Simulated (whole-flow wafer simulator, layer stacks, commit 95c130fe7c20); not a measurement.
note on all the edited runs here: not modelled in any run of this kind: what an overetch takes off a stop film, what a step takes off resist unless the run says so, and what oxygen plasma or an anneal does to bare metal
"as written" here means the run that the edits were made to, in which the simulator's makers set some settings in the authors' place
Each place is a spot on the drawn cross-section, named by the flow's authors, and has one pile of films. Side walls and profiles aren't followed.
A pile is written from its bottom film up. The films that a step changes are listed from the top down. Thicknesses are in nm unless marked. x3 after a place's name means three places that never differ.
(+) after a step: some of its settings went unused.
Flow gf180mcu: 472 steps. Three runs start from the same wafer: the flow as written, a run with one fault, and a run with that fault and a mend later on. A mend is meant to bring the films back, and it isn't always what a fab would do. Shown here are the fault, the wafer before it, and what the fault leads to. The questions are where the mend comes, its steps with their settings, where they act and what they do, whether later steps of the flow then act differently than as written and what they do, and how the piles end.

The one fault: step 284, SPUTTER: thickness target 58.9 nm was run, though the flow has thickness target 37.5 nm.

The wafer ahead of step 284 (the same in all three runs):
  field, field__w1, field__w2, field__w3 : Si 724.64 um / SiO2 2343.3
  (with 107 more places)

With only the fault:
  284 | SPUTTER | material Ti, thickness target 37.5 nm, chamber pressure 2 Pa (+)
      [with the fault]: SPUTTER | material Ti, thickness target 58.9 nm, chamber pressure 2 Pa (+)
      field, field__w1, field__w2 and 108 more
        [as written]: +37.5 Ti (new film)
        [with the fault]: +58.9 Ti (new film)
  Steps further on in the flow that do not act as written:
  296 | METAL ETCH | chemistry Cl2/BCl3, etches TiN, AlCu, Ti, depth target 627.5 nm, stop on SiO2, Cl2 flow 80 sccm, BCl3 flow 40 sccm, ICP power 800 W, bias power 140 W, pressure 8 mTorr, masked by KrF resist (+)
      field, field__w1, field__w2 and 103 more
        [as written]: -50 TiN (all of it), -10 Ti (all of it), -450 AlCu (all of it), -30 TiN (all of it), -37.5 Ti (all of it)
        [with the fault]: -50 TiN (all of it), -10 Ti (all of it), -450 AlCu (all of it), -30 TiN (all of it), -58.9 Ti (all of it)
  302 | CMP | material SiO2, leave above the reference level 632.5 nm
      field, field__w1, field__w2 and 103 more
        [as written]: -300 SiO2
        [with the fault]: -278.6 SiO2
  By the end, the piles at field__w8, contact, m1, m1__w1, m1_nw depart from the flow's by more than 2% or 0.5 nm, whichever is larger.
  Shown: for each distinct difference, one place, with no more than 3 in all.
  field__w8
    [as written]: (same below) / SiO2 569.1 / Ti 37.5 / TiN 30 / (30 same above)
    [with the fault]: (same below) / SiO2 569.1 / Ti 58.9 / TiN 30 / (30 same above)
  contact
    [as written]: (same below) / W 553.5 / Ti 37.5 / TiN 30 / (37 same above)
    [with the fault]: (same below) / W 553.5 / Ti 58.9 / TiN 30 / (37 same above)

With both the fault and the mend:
  The mend stands after step 284.
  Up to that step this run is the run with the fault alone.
  284a | METAL ETCH | chemistry Cl2/BCl3, etches TiN, AlCu, Ti, depth target 21.4 nm, Cl2 flow 80 sccm, BCl3 flow 40 sccm, ICP power 800 W, bias power 140 W, pressure 8 mTorr (the flow's step 260 again, with other settings)
      field, field__w1, field__w2 and 108 more
        -21.4 Ti
  Every later step of the flow that is run acts as written at every place that is followed.
  By the end, the piles equal the flow's at every place that both follow.
